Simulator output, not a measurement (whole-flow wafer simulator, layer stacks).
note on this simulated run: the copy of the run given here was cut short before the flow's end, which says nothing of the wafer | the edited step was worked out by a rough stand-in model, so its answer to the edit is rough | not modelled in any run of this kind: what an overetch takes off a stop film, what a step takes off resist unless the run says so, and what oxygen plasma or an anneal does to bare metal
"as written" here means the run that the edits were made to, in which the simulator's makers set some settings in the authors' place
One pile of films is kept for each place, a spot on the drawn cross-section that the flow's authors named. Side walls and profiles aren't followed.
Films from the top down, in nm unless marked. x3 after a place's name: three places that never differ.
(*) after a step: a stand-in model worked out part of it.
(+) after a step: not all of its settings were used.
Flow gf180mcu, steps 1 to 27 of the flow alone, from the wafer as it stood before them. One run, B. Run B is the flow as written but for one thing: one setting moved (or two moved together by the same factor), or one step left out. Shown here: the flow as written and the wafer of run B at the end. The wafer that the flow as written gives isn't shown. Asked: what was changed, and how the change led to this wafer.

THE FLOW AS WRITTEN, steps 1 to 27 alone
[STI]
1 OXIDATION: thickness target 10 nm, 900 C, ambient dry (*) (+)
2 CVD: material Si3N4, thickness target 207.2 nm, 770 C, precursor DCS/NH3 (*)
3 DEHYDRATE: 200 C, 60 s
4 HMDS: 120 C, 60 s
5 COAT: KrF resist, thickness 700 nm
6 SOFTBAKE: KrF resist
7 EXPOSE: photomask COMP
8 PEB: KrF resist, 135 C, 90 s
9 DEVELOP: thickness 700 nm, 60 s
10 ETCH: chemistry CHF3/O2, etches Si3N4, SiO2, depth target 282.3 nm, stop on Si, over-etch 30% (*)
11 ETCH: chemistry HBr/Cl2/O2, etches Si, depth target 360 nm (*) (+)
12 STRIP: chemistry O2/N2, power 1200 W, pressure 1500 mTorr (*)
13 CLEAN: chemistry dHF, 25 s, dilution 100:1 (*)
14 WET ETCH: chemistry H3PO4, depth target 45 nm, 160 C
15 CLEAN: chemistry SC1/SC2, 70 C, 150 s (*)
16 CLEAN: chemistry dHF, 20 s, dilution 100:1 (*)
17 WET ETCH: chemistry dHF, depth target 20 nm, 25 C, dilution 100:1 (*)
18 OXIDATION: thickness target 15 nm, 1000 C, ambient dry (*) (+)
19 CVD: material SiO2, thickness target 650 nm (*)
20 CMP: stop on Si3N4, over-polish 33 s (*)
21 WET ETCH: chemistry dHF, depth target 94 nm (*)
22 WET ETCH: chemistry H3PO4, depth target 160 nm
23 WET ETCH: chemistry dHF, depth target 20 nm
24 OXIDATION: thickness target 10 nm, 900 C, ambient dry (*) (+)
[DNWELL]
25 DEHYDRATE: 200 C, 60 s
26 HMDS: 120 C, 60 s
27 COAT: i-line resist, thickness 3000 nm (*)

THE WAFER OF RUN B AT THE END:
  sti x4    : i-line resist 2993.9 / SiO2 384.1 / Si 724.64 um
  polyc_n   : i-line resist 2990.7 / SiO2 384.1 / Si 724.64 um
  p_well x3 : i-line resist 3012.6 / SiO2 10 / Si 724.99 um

The cause: step 21, WET ETCH: depth target 116 nm was run, where the flow has depth target 94 nm.

How the change led to this, step by step:
  21 WET ETCH: chemistry dHF, depth target 94 nm (*)
      active, n_well, p_well x3 and 38 more: Si3N4 -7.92 (as written it would be: Si3N4 -6.43)
      field, field_sub, sti x4 and 31 more: SiO2 -116 (as written it would be: SiO2 -94)
